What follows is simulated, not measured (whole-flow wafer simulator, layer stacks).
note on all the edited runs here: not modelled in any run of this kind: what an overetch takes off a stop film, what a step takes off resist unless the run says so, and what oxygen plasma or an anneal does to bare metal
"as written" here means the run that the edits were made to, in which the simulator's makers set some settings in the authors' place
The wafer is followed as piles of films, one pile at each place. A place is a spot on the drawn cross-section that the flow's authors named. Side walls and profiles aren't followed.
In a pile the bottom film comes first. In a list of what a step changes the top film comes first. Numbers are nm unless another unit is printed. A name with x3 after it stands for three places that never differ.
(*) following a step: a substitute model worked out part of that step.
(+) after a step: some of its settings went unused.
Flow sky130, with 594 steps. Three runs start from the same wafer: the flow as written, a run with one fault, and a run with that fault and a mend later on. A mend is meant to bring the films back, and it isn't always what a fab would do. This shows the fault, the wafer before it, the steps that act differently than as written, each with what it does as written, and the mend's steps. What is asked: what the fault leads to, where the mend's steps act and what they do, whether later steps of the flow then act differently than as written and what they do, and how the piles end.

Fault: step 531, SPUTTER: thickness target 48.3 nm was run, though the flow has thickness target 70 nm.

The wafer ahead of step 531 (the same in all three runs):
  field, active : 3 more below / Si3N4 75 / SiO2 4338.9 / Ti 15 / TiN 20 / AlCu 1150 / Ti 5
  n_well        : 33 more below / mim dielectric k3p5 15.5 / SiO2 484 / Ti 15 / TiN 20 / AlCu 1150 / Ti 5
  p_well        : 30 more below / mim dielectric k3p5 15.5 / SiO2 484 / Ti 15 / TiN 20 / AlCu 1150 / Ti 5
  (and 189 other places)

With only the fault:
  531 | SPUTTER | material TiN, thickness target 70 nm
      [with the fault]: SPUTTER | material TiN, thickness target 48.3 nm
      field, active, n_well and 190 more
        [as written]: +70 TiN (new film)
        [with the fault]: +48.3 TiN (new film)
  Later steps of the flow acting differently than as written (18 other steps are not shown; they differ only slightly, by no more than 2% or 0.5 nm, whichever is larger):
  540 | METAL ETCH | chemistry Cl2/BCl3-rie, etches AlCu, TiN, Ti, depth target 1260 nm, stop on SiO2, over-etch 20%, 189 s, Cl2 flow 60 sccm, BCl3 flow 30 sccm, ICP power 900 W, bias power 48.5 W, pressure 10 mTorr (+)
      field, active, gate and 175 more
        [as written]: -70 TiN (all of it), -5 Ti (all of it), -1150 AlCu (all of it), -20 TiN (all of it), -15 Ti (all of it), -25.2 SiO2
        [with the fault]: -48.3 TiN (all of it), -5 Ti (all of it), -1150 AlCu (all of it), -20 TiN (all of it), -15 Ti (all of it), -27.4 SiO2
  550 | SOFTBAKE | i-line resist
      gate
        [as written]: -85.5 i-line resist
        [with the fault]: -83.4 i-line resist
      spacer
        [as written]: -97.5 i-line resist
        [with the fault]: -95 i-line resist
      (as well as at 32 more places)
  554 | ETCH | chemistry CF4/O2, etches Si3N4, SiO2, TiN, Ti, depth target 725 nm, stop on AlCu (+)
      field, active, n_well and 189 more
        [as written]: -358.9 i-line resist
        [with the fault]: -337.2 i-line resist
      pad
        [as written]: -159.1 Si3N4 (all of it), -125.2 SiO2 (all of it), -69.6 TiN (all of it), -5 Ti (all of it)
        [with the fault]: -159.1 Si3N4 (all of it), -125.2 SiO2 (all of it), -47.9 TiN (all of it), -5 Ti (all of it)
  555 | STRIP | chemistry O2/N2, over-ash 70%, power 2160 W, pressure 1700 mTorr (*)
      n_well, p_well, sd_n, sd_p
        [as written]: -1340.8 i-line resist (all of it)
        [with the fault]: -1381.6 i-line resist (all of it)
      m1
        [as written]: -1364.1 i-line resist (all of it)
        [with the fault]: -1404.5 i-line resist (all of it)
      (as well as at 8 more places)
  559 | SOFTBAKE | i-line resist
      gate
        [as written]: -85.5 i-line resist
        [with the fault]: -83.4 i-line resist
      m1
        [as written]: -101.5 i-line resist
        [with the fault]: -98.9 i-line resist
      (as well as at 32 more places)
  The piles end different from the flow's at n_well, p_well, sd_n and 11 more by more than 2% or 0.5 nm, whichever is larger.
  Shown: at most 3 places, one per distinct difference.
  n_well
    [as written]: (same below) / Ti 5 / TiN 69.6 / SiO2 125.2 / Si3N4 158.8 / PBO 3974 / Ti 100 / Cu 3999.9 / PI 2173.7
    [with the fault]: (same below) / Ti 5 / TiN 47.9 / SiO2 125.2 / Si3N4 158.8 / PBO 3989.6 / Ti 100 / Cu 3999.9 / PI 2176.2
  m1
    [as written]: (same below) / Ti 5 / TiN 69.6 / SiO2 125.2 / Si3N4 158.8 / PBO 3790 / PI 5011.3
    [with the fault]: (same below) / Ti 5 / TiN 47.9 / SiO2 125.2 / Si3N4 158.8 / PBO 3808 / PI 5012.4
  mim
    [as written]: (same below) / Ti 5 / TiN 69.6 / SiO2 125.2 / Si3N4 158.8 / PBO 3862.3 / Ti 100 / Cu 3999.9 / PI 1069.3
    [with the fault]: (same below) / Ti 5 / TiN 47.9 / SiO2 125.2 / Si3N4 158.8 / PBO 3879 / Ti 100 / Cu 3999.9 / PI 1071.3

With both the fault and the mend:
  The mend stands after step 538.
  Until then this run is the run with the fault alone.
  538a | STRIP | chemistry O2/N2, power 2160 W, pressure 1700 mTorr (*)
      n_well, p_well, sd_n and 9 more
        -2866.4 resist (all of it)
      m1, via4_hole
        -2868.5 resist (all of it)
      via4_enc
        -2866.3 resist (all of it)
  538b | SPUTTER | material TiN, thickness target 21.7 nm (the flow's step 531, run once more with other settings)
      field, active, n_well and 190 more
        +21.7 TiN
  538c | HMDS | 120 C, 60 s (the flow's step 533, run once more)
      alters no film at any place that is followed
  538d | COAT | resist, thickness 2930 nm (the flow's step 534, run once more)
      n_well, p_well, gate_hv and 172 more
        +2930 resist (new film)
      field, active, gate and 13 more
        +2929.9 resist (new film)
      m1, via4_hole
        +2932.1 resist (new film)
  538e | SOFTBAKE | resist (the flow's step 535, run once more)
      field, active, gate, spacer, m1, sonos_cell, sonos_guard, sonos_guard_hv
        +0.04 resist
      nwell_res
        +0.03 resist
      pplus_nw
        +0.02 resist
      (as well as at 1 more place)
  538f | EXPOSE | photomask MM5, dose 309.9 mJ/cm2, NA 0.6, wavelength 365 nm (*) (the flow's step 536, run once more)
      alters no film at any place that is followed
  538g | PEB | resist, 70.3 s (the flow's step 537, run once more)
      field, active, n_well and 188 more
        -63.6 resist
      m1, via4_hole
        -63.7 resist
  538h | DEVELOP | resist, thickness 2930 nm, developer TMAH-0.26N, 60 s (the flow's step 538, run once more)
      field, active, gate and 168 more
        -2866.4 resist (all of it)
      via1_hole, via1_enc, via2_hole, via2_enc, via3_hole, via3_enc, via_li1
        -2866.3 resist (all of it)
  Later steps of the flow that are run all act as written at every place that is followed.
  The piles end the same as the flow's at every place that both follow.
